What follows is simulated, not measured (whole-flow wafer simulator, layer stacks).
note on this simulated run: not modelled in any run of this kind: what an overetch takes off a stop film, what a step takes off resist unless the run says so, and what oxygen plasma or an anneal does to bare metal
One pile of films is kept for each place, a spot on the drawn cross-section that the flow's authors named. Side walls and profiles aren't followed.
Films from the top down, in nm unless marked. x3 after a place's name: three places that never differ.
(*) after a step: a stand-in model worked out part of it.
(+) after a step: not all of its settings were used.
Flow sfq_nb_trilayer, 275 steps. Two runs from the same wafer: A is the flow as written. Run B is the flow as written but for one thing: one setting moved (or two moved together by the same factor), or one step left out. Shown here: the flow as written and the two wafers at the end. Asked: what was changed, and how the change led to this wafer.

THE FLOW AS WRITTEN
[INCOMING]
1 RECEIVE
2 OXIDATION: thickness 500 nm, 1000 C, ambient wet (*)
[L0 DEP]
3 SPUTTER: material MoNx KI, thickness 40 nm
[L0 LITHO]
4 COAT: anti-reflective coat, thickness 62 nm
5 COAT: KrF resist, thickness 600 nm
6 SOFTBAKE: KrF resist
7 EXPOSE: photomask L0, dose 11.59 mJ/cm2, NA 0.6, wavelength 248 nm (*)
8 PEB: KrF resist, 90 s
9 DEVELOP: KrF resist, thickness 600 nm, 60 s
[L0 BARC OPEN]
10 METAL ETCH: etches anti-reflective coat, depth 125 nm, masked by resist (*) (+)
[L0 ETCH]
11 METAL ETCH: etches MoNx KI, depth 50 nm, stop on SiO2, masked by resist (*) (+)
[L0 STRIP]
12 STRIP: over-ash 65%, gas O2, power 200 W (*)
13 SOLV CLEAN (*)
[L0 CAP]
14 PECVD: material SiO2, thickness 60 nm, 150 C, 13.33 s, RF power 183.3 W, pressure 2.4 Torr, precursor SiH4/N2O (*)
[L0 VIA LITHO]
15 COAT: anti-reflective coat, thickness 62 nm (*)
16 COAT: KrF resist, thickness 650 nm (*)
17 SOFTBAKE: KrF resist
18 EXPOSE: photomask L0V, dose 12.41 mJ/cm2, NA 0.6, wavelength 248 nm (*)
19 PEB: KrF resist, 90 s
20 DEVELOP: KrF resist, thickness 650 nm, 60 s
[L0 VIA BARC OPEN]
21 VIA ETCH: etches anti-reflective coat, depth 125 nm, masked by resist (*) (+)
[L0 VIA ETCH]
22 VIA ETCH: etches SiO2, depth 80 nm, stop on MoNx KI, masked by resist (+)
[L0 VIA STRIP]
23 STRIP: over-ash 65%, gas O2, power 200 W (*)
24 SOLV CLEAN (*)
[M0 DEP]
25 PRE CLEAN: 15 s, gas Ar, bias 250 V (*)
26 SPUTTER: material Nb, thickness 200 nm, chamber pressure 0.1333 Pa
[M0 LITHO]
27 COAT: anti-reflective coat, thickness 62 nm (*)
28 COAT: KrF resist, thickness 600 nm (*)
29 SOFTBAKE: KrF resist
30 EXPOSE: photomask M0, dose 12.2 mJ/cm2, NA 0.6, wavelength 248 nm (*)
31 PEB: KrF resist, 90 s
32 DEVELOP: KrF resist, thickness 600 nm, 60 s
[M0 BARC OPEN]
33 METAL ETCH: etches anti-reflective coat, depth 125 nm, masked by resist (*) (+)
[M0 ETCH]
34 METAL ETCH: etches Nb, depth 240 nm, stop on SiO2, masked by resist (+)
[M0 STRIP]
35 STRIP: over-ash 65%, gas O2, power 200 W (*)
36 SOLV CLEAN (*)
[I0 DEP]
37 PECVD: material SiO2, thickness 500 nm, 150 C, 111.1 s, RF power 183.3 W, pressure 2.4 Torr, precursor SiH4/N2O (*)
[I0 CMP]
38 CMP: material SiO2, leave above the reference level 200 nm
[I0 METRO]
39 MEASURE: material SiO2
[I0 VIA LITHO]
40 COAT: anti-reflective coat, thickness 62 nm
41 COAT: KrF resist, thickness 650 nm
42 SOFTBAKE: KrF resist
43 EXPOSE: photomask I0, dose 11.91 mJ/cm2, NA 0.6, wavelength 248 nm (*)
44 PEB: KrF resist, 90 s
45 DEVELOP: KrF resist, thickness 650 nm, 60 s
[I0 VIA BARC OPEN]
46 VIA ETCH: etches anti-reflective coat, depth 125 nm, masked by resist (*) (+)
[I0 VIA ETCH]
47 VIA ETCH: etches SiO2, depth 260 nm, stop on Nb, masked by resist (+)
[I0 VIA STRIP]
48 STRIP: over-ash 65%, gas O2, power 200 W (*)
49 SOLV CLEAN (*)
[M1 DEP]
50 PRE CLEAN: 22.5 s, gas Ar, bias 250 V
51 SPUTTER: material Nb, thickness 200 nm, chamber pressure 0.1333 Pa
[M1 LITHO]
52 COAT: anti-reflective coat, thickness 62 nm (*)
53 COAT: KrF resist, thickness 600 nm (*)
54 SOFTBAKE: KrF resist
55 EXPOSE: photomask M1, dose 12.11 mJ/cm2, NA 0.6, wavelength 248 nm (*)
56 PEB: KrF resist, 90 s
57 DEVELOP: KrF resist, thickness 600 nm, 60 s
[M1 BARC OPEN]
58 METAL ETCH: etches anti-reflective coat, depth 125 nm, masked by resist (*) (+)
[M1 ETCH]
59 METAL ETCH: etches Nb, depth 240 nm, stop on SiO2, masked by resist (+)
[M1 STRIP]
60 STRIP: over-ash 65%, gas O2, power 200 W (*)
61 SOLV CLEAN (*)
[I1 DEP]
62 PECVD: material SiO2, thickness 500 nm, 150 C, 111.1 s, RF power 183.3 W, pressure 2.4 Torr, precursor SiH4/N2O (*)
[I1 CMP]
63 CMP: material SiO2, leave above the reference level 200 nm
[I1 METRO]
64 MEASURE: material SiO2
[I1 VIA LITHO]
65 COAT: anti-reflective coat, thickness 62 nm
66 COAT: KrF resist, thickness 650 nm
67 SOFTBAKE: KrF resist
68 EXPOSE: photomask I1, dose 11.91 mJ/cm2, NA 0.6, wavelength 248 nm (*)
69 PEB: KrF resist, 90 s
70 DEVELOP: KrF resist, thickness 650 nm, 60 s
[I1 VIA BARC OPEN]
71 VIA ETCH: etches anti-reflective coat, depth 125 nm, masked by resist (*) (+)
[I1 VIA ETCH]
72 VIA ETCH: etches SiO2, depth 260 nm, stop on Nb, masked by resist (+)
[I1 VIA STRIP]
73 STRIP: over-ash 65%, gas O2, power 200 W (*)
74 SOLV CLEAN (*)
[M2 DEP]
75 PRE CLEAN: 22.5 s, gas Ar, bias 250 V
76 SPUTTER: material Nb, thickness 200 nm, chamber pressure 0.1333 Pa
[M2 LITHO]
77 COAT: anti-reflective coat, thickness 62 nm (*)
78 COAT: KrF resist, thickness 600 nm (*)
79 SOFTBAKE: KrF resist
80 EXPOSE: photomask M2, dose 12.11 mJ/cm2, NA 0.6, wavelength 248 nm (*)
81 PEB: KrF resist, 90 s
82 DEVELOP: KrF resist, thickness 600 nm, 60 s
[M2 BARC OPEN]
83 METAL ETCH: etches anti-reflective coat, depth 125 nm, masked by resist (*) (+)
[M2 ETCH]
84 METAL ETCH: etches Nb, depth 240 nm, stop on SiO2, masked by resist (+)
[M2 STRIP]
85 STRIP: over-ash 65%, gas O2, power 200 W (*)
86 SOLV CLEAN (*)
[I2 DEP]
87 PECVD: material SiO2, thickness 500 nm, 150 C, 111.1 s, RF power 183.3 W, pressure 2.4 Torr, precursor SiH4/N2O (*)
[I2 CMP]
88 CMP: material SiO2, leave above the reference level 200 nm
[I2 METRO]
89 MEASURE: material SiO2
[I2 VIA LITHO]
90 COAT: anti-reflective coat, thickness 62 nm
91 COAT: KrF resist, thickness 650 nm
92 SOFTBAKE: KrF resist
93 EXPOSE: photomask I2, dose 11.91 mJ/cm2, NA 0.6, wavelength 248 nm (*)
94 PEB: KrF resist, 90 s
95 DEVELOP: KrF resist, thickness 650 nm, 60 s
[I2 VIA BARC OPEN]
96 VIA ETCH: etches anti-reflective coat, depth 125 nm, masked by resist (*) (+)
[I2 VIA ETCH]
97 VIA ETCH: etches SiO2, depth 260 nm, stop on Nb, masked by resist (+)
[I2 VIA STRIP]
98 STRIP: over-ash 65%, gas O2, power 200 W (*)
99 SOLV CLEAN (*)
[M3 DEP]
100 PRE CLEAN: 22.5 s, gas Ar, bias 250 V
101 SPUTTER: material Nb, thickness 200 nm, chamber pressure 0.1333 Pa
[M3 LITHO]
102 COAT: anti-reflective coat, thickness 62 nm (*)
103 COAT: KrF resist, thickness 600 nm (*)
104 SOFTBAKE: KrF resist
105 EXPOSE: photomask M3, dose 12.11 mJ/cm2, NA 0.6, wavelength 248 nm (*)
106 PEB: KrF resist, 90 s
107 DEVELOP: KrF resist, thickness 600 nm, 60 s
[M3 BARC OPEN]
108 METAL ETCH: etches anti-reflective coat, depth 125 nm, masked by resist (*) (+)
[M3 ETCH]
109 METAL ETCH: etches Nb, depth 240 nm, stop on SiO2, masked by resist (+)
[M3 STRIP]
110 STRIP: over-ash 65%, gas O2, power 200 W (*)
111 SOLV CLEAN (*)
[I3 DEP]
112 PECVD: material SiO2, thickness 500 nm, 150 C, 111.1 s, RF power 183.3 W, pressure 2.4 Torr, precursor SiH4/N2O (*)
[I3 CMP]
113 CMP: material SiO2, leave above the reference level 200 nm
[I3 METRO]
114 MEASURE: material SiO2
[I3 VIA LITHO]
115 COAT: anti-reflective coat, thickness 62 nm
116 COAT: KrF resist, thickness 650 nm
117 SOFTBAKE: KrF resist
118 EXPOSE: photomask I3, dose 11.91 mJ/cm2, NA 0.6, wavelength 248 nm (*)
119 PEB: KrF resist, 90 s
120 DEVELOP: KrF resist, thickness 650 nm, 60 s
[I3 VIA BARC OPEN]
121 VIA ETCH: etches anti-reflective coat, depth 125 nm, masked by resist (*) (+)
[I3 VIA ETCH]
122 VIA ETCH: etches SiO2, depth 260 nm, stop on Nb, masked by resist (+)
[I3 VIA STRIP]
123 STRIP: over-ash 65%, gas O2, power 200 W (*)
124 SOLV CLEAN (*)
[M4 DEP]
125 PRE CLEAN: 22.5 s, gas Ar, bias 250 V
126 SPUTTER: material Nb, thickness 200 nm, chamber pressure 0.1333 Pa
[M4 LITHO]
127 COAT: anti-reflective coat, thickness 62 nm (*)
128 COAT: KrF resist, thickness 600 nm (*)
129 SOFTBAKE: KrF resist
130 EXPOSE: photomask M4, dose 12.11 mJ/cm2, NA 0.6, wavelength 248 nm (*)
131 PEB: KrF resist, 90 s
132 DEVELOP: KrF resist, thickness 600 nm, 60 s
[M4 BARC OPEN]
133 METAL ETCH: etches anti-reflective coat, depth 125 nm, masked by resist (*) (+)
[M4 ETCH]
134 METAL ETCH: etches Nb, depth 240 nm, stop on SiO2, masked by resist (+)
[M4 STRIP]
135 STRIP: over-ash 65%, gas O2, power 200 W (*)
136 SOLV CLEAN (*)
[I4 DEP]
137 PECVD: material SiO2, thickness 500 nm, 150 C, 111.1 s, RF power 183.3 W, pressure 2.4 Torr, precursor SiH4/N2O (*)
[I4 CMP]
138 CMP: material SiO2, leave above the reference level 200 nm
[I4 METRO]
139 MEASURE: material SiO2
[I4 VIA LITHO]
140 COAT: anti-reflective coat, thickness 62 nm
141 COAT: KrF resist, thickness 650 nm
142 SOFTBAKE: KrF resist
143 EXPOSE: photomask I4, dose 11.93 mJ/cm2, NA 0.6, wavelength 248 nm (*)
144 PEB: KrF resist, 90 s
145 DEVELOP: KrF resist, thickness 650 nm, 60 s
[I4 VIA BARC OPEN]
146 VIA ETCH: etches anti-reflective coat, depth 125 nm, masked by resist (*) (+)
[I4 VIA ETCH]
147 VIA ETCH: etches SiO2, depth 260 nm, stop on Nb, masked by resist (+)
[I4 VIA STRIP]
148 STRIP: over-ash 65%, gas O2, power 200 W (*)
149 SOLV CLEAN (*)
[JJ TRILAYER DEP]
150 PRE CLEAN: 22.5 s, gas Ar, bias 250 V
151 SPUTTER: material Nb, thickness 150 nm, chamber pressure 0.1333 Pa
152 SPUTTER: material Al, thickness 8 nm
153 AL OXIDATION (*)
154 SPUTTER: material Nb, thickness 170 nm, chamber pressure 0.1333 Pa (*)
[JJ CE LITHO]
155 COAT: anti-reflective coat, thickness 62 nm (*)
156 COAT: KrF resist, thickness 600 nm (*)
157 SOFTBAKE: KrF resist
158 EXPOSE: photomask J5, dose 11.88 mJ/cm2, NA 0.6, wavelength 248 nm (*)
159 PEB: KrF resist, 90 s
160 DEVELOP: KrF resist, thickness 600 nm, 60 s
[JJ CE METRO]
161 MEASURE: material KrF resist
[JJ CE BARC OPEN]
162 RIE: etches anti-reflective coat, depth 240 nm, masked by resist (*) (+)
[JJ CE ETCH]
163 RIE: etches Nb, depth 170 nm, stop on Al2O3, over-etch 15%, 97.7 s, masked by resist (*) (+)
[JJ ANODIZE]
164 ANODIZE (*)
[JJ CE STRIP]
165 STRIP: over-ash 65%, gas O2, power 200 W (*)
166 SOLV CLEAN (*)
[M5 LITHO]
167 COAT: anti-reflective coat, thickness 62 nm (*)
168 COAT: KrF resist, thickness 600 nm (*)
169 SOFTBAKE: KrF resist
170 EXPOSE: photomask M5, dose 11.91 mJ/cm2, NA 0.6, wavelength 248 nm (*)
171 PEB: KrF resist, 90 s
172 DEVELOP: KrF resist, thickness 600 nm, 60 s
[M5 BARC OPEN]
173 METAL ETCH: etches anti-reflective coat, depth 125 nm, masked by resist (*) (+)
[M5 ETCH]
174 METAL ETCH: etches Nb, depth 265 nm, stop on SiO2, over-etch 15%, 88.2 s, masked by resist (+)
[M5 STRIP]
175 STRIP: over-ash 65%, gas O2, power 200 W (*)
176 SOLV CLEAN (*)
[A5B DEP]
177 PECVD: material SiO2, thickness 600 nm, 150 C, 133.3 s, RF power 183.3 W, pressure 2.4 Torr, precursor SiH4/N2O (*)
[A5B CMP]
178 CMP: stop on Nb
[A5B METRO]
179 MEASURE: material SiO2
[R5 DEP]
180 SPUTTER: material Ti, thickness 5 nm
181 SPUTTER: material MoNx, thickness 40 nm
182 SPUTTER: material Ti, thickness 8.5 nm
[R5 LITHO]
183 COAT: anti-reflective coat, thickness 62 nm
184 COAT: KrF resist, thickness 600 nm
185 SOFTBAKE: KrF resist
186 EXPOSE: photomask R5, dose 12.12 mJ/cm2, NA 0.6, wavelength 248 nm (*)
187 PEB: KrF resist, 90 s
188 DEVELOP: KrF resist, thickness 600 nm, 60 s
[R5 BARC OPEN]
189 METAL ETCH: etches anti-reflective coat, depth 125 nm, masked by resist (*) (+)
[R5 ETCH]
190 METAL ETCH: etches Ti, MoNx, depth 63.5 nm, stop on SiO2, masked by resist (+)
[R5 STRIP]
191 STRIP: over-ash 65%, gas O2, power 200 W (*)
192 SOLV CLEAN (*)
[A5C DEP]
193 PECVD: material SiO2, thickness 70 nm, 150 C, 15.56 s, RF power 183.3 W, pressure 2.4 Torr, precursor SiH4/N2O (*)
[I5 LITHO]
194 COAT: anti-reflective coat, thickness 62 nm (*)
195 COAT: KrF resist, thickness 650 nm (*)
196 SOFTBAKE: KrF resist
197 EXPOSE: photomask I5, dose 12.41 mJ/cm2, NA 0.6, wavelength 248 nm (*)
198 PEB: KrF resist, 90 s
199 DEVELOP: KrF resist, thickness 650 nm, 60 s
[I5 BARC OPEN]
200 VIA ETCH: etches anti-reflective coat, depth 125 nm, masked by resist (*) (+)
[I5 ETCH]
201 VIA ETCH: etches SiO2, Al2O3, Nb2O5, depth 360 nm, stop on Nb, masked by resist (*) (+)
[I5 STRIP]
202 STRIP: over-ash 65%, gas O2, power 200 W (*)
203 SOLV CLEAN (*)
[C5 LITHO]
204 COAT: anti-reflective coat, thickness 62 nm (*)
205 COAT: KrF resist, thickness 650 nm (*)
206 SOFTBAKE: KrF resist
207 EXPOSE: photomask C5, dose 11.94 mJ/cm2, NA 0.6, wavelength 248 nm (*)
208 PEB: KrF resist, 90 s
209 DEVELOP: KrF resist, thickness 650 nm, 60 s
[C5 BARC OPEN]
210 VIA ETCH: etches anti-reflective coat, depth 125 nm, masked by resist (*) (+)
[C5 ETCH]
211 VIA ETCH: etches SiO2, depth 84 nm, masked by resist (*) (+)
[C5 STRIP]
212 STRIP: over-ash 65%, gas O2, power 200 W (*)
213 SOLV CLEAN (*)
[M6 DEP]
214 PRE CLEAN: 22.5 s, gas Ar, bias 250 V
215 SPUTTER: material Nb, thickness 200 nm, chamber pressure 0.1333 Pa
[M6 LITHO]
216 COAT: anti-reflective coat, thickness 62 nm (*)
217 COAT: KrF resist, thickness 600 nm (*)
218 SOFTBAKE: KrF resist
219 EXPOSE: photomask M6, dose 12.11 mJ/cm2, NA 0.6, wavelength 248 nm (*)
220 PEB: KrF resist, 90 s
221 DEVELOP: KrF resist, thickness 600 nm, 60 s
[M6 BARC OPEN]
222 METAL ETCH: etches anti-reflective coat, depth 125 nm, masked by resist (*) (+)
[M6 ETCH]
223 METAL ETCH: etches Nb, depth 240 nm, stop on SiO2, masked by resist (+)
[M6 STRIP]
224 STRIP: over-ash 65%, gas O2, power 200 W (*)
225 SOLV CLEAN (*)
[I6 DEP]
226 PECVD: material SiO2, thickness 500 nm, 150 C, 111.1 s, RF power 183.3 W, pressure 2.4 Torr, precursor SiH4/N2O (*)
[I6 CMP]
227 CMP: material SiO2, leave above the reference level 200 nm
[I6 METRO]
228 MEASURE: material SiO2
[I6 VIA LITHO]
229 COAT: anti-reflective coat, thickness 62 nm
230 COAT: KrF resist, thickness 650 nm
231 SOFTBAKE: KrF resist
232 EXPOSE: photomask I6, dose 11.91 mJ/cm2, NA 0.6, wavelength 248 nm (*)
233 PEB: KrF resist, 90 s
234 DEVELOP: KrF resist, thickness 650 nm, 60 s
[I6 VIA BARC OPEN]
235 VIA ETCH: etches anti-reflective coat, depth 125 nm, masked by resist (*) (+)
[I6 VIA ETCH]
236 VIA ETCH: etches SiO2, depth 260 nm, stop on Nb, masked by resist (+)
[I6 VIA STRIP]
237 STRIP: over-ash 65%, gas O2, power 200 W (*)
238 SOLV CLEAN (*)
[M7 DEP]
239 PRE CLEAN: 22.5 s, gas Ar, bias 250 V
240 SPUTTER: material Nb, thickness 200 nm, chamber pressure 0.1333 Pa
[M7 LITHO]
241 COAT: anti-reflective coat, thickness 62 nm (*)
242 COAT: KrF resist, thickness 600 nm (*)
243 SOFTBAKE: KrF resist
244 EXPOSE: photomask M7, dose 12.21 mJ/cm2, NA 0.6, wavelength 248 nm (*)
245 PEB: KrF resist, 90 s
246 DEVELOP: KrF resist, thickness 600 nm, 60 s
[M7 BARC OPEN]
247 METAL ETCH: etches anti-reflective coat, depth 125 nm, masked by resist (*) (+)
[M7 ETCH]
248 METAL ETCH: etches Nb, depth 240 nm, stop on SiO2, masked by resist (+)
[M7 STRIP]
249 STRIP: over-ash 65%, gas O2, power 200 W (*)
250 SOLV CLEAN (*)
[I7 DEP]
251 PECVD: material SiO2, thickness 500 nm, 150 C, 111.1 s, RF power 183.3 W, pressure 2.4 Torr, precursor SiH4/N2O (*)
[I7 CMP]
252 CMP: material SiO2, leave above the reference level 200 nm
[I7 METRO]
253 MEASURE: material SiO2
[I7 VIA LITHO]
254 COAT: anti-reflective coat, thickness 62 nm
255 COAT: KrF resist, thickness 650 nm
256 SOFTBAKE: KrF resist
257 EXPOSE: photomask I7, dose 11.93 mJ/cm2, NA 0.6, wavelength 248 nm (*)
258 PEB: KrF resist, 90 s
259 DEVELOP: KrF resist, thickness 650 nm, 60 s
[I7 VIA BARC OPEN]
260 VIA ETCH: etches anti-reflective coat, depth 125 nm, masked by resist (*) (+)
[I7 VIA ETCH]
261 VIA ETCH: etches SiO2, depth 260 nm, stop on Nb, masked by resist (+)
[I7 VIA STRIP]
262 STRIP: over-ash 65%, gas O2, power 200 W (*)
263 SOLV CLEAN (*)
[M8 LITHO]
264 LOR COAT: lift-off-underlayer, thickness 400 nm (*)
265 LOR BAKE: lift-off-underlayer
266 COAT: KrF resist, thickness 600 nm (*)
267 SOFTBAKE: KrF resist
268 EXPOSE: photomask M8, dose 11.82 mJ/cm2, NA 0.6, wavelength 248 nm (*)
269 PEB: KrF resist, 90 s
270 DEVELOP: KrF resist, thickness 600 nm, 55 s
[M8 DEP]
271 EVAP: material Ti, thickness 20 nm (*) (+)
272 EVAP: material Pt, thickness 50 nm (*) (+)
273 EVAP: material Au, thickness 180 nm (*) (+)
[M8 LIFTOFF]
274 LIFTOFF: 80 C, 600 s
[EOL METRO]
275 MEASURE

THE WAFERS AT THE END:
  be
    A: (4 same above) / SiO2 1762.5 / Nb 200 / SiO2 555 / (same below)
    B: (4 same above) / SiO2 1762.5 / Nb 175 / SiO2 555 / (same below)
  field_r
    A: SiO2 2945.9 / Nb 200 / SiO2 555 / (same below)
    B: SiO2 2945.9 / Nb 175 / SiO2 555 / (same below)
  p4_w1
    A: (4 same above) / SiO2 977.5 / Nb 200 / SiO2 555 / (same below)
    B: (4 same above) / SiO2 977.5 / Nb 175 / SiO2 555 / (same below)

The cause: step 26, SPUTTER: thickness 175 nm was run, where the flow has thickness 200 nm.
It can be read off the wafer: be has Nb 175, and step 26 as written asks for 200 nm.

How the change led to this, step by step:
  26 SPUTTER: material Nb, thickness 200 nm, chamber pressure 0.1333 Pa
      field_l, v_sur, via_wl and 102 more: A Nb +200 (new film) | B Nb +175 (new film)
      l0v: A Nb +195.7 (new film) | B Nb +170.7 (new film)
  34 METAL ETCH: etches Nb, depth 240 nm, stop on SiO2, masked by resist (+)
      moat, m0r_space_l x2: A Nb -200 (all of it) | B Nb -175 (all of it)
  37 PECVD: material SiO2, thickness 500 nm, 150 C, 111.1 s, RF power 183.3 W, pressure 2.4 Torr, precursor SiH4/N2O (*)
      moat, m0r_space_l x2: A SiO2 +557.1 | B SiO2 +532.1
